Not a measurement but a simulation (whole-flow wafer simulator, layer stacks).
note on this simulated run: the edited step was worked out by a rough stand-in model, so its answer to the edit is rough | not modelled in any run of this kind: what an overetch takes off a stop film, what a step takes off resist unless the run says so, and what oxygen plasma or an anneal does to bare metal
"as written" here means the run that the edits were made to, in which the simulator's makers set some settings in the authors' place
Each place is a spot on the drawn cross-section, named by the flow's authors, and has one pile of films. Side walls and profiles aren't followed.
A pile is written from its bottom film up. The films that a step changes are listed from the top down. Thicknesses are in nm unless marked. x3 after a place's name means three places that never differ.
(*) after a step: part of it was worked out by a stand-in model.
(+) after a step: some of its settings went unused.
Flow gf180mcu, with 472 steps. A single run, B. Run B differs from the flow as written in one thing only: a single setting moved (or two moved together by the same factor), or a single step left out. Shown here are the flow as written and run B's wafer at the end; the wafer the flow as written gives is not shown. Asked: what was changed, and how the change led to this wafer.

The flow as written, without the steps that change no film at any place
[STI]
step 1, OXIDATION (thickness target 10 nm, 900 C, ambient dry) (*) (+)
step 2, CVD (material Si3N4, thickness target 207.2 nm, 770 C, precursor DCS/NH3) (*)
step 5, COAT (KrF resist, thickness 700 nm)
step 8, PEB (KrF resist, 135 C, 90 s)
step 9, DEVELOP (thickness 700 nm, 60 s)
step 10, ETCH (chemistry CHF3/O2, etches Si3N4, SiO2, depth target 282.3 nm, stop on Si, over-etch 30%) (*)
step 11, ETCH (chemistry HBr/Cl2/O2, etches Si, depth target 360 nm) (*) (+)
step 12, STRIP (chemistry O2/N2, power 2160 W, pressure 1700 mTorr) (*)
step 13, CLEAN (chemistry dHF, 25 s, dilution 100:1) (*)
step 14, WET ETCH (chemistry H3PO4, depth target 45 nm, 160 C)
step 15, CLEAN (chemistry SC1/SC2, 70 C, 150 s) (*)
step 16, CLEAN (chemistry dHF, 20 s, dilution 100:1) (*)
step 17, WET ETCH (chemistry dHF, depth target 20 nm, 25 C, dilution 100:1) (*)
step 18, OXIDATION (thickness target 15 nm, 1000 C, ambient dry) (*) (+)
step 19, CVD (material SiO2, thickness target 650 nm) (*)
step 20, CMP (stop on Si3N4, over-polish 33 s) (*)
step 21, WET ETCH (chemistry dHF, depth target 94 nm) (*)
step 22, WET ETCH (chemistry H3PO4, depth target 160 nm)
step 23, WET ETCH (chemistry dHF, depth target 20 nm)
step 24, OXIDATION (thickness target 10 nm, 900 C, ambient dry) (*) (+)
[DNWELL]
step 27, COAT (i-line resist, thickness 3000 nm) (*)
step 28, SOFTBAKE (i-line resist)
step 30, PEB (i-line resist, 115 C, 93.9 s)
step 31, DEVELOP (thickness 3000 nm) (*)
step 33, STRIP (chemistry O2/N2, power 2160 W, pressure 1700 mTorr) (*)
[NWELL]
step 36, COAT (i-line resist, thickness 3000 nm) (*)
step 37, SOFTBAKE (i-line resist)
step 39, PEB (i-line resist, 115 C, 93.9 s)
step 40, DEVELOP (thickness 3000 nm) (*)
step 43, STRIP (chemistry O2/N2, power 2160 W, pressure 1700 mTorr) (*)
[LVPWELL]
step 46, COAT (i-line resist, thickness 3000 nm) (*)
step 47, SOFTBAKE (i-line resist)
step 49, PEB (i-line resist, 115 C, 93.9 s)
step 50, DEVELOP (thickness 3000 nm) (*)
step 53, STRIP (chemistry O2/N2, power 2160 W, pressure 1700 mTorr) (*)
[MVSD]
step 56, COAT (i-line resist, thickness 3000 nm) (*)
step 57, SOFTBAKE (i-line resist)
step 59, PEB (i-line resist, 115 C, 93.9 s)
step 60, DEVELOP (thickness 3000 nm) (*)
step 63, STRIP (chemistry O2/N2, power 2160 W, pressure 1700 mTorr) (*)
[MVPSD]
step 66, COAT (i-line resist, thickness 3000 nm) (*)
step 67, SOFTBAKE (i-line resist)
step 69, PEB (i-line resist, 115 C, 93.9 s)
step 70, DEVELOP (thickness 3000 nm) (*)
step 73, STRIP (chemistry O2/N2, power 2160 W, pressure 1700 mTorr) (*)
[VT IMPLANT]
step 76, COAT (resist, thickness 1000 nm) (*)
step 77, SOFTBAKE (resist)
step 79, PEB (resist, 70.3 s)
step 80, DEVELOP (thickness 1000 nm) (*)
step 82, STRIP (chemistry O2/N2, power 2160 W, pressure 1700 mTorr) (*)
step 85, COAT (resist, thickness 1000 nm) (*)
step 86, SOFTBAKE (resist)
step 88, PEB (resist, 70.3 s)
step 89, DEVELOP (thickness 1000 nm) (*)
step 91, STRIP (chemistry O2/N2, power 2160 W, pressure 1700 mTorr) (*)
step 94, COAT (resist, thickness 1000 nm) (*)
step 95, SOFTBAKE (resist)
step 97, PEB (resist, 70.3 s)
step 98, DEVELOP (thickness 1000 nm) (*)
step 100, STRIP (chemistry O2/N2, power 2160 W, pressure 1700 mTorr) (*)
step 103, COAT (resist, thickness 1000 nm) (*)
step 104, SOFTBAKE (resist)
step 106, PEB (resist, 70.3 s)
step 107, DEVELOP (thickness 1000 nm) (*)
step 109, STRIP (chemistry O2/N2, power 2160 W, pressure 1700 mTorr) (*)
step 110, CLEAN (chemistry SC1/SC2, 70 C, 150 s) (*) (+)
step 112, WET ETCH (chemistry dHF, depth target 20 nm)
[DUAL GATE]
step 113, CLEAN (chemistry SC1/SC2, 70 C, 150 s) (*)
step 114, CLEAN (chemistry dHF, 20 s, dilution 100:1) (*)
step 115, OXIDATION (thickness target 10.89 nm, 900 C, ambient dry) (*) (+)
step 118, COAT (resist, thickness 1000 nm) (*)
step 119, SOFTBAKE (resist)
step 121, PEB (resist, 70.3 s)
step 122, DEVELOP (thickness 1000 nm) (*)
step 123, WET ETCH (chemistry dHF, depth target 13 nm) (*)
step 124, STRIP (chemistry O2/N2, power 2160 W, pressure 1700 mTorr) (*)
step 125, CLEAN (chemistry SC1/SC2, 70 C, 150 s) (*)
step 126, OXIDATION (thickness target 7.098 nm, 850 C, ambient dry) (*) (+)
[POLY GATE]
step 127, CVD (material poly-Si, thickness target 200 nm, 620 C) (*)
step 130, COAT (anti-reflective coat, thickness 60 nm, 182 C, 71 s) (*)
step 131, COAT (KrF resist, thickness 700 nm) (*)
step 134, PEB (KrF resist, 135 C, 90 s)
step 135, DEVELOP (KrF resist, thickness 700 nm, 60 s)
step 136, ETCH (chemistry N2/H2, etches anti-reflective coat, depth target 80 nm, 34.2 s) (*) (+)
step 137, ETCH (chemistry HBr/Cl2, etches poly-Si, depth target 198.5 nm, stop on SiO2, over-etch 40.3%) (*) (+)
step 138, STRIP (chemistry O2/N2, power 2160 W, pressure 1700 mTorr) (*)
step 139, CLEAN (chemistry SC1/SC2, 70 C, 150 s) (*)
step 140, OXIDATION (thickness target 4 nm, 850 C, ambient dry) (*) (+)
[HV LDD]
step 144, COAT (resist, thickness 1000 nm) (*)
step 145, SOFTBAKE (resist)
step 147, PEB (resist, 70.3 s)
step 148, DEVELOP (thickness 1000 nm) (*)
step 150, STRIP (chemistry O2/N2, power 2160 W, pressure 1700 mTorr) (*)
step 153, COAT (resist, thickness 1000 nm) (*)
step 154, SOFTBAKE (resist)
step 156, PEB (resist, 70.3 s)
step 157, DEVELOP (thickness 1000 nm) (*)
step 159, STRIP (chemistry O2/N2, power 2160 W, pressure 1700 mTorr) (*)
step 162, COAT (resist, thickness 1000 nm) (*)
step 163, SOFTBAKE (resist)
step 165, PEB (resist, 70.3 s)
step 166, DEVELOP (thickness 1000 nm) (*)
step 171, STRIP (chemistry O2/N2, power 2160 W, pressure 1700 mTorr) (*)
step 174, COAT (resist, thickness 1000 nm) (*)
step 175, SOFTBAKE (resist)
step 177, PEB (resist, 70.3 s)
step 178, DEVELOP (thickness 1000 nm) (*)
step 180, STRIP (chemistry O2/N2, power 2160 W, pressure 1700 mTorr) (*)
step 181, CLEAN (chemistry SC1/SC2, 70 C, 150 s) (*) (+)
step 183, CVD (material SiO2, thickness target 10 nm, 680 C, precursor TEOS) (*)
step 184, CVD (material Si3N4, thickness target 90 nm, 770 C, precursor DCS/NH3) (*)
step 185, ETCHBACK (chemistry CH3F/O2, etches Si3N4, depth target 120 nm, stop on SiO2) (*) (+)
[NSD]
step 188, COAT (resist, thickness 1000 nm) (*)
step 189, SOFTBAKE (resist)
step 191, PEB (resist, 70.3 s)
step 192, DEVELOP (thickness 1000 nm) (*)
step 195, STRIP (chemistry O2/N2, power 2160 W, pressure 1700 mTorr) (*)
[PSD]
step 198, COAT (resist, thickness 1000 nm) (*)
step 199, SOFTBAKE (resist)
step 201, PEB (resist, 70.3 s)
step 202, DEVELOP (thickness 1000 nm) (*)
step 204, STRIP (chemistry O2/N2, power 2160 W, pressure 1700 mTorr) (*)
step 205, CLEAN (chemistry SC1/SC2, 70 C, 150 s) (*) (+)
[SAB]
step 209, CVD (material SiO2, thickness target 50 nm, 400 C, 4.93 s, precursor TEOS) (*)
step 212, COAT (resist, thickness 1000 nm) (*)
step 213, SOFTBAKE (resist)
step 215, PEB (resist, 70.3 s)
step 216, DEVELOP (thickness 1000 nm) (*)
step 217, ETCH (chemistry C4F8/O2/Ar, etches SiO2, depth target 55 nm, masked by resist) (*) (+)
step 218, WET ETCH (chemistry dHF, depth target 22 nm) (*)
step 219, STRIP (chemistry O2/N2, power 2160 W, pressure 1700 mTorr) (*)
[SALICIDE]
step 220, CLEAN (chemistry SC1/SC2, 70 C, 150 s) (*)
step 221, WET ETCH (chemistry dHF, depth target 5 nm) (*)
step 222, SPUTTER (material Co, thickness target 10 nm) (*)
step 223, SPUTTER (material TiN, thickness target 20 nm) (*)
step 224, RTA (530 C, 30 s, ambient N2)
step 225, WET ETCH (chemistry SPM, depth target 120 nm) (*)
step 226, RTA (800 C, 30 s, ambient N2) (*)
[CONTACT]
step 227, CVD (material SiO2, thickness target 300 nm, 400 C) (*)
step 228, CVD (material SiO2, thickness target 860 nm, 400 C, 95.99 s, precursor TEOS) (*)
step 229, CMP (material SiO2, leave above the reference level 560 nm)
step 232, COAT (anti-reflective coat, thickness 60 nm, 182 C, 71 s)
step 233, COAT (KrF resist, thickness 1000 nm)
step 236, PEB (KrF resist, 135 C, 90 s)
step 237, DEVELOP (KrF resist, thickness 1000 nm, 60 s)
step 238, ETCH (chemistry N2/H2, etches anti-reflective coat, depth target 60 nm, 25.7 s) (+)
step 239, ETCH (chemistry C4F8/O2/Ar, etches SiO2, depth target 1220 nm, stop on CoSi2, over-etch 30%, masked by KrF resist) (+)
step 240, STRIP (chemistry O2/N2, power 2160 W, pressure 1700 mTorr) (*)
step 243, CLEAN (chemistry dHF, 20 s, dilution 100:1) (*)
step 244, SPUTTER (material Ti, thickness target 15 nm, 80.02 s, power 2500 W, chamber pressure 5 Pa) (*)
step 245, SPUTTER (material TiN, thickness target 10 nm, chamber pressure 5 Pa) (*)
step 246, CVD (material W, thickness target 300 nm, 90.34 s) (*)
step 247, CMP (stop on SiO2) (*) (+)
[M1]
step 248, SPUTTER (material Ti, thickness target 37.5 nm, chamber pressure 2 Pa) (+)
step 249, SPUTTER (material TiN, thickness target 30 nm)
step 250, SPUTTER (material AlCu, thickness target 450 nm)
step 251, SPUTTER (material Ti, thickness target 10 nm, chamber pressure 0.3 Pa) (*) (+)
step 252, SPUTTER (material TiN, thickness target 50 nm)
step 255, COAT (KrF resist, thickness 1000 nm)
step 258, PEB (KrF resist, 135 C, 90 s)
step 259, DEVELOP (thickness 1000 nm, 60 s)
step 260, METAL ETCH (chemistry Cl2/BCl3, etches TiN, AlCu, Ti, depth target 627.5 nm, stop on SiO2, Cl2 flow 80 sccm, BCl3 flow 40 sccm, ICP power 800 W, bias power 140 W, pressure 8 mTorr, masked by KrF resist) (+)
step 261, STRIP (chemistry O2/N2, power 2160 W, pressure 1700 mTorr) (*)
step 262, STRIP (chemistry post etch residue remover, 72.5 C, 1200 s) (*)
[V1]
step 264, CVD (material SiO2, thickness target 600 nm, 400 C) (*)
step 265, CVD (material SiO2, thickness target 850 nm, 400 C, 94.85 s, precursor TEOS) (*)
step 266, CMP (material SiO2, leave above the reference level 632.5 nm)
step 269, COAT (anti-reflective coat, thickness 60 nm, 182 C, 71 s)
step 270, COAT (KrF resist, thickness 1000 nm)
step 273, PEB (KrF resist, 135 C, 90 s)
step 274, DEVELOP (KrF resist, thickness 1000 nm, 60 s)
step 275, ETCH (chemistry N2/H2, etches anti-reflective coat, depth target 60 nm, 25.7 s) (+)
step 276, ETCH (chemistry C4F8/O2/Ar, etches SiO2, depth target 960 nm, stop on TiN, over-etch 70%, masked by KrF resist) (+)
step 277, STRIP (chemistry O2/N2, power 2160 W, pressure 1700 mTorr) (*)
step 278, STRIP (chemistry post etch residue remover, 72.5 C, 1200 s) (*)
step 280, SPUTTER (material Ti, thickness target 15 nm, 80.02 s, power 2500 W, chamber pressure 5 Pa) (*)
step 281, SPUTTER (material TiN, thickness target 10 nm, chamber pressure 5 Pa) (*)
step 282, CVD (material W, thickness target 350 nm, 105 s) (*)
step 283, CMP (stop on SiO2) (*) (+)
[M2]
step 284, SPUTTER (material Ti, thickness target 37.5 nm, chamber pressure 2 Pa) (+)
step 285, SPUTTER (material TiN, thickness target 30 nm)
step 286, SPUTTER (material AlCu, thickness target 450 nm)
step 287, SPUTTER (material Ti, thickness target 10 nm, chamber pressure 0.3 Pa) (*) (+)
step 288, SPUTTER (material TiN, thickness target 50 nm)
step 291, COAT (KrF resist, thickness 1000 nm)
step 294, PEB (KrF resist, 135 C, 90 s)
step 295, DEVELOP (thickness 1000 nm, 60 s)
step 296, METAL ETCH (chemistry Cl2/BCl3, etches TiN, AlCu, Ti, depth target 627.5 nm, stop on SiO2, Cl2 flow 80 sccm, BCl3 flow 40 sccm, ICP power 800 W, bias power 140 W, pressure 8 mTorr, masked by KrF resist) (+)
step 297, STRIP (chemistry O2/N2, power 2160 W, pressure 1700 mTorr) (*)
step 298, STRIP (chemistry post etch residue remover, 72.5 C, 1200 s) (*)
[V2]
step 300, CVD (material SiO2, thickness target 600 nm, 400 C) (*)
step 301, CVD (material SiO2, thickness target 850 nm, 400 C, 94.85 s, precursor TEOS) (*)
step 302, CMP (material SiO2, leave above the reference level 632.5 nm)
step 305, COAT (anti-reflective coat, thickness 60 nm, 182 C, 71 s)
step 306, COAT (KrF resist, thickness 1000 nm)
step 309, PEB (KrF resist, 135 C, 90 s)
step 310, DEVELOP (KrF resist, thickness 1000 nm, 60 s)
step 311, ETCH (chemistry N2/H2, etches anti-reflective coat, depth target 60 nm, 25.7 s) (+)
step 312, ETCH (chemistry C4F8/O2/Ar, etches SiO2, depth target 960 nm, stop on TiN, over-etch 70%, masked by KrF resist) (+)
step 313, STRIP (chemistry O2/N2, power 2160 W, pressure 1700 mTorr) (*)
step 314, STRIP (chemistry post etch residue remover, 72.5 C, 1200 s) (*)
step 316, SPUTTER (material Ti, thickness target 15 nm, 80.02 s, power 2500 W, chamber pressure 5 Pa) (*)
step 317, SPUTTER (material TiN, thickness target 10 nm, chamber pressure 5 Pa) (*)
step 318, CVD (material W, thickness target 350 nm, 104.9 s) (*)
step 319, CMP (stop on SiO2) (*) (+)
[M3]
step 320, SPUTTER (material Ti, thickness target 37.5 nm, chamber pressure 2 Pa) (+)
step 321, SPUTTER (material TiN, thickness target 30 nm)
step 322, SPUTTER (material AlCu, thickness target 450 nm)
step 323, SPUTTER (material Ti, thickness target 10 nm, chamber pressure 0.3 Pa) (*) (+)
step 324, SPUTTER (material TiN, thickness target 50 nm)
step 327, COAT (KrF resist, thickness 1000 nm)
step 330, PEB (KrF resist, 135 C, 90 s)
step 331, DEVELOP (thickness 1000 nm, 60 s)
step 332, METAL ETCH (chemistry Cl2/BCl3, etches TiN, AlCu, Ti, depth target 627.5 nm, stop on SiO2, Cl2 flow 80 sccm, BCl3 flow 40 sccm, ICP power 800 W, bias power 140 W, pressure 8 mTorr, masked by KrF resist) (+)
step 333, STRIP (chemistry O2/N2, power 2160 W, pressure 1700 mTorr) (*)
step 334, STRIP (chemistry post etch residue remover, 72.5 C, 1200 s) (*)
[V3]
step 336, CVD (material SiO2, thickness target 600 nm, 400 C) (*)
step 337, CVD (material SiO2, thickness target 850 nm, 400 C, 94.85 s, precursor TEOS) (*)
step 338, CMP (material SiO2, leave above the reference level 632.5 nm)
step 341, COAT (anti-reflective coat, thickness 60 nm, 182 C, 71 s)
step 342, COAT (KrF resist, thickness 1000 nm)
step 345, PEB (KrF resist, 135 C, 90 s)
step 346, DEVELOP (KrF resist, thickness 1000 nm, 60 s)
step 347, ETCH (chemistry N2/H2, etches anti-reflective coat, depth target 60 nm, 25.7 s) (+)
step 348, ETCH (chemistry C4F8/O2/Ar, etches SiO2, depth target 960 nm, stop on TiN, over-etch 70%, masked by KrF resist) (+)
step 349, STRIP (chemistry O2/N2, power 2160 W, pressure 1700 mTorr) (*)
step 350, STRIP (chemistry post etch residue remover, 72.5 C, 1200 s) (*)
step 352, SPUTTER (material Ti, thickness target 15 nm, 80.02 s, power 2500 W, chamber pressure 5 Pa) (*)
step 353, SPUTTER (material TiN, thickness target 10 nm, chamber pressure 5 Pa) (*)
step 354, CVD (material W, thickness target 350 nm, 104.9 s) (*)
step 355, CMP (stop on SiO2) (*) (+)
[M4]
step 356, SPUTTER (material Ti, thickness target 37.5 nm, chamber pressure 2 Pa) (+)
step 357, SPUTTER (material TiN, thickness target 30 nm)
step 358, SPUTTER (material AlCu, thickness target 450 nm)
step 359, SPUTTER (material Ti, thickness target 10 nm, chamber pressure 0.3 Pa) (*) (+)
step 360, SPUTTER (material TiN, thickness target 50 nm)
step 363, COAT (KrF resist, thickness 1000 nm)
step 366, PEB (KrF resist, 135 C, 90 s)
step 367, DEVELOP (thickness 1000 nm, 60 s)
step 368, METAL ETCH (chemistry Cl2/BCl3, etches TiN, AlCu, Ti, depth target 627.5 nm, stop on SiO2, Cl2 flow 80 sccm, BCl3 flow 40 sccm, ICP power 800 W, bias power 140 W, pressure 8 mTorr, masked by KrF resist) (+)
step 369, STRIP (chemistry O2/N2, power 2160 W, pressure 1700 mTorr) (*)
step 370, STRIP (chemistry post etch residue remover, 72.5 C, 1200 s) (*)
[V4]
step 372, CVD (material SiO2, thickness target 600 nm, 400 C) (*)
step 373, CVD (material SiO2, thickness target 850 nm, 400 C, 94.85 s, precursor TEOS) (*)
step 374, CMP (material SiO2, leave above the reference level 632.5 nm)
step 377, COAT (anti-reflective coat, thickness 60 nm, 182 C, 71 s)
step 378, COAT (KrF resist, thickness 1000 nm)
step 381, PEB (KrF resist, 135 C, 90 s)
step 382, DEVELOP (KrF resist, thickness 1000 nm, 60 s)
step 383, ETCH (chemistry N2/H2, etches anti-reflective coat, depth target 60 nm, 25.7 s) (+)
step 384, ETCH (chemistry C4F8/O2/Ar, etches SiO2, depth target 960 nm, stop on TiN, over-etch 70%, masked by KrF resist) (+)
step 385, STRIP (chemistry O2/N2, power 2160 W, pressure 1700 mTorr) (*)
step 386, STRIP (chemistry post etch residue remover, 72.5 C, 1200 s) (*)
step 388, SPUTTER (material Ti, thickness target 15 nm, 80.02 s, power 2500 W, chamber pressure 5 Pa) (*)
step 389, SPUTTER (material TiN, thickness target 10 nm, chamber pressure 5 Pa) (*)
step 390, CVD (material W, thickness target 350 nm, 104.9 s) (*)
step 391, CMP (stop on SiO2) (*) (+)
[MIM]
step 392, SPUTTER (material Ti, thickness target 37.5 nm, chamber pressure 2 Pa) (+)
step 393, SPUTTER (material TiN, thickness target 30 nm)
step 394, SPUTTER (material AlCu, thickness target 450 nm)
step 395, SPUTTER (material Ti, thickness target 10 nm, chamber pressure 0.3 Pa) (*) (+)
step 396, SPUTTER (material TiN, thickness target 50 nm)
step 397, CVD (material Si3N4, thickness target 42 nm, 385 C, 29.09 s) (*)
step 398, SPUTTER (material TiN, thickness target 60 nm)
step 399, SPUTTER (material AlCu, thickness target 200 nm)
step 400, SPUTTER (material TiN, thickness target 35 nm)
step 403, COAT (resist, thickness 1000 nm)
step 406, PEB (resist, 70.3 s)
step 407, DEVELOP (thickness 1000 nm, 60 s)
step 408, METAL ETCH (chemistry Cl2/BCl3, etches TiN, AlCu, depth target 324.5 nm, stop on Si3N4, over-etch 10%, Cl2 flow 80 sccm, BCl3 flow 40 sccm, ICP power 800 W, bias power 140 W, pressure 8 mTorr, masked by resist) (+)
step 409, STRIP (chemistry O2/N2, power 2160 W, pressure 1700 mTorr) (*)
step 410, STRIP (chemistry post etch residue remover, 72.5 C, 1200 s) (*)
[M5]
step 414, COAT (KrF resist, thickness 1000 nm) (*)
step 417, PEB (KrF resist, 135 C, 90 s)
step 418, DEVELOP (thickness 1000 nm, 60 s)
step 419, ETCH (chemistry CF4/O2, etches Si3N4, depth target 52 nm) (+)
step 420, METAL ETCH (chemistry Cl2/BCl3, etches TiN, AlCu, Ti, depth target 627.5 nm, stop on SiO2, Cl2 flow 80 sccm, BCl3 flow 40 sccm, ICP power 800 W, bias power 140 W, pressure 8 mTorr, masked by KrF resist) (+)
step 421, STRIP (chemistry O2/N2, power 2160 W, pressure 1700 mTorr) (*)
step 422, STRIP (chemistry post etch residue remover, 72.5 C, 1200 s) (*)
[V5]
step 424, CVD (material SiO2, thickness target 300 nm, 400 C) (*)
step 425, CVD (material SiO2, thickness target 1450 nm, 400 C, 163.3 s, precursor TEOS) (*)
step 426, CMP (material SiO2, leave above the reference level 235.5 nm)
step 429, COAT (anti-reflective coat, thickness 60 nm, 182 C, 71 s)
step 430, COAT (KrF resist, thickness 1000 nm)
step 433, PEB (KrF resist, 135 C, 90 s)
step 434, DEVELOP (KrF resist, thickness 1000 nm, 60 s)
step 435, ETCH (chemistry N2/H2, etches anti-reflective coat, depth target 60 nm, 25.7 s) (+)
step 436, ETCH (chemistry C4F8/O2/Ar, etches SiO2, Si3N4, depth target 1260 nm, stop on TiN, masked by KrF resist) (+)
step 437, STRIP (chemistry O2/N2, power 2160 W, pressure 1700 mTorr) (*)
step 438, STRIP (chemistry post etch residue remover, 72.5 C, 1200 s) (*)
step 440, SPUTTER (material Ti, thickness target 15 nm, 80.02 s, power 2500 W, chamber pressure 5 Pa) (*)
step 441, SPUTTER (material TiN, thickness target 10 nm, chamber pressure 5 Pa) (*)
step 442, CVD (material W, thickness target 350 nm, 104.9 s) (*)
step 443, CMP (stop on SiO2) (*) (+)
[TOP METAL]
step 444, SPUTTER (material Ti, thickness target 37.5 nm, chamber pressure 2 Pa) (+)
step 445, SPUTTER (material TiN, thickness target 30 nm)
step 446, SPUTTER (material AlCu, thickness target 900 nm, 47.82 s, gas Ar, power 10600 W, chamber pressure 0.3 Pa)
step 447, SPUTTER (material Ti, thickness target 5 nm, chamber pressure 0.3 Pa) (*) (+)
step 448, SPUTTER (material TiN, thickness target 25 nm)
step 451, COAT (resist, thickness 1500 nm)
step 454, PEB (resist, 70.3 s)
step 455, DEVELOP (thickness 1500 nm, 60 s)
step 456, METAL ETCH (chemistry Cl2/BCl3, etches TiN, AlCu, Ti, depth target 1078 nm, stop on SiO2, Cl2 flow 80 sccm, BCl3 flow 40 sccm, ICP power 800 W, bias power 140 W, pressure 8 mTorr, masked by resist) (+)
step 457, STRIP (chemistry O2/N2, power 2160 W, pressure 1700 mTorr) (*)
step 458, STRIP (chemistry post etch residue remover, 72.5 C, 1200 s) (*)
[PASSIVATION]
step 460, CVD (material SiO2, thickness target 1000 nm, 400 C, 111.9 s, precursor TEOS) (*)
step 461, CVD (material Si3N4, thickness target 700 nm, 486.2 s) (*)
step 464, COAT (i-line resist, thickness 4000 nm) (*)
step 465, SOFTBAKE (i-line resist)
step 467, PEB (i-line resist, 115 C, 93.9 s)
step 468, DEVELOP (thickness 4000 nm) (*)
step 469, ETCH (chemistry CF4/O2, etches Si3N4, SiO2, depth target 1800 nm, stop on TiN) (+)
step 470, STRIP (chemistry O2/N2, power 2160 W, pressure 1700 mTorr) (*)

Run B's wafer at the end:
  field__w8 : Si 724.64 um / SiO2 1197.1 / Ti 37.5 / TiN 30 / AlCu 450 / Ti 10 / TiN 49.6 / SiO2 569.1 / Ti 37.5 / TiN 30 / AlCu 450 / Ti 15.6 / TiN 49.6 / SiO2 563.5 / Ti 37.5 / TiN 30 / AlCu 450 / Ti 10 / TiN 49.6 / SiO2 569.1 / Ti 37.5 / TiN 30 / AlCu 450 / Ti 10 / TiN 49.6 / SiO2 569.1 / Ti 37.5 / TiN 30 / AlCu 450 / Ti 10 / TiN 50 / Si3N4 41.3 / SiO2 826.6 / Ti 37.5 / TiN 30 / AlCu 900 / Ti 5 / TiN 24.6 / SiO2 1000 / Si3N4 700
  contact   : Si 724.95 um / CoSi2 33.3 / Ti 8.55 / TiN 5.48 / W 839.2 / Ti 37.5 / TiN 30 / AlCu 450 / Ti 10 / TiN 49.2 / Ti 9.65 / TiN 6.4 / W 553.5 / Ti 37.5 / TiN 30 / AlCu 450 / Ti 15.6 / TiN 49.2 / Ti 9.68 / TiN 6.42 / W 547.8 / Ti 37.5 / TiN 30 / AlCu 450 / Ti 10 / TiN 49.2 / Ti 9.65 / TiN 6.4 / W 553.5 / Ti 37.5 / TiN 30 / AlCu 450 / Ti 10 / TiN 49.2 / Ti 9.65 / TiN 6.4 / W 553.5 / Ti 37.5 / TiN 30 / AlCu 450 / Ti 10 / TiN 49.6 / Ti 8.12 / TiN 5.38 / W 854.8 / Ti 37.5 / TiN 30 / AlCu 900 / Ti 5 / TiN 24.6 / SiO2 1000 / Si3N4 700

Cause: step 287, SPUTTER: thickness target 15.6 nm was run, whereas the flow has thickness target 10 nm.
The wafer itself shows it: field__w8 has Ti 15.6, and step 287 as written asks for 10 nm.

How this came from the change, step by step:
  step 287, SPUTTER (material Ti, thickness target 10 nm, chamber pressure 0.3 Pa) (*) (+)
      field, field__w1, field__w2 and 108 more: +15.6 Ti (new film) (it would be, as written: +10 Ti (new film))
  step 296, METAL ETCH (chemistry Cl2/BCl3, etches TiN, AlCu, Ti, depth target 627.5 nm, stop on SiO2, Cl2 flow 80 sccm, BCl3 flow 40 sccm, ICP power 800 W, bias power 140 W, pressure 8 mTorr, masked by KrF resist) (+)
      field, field__w1, field__w2 and 103 more: -50 TiN (all of it), -15.6 Ti (all of it), -450 AlCu (all of it), -30 TiN (all of it), -37.5 Ti (all of it) (it would be, as written: -50 TiN (all of it), -10 Ti (all of it), -450 AlCu (all of it), -30 TiN (all of it), -37.5 Ti (all of it))
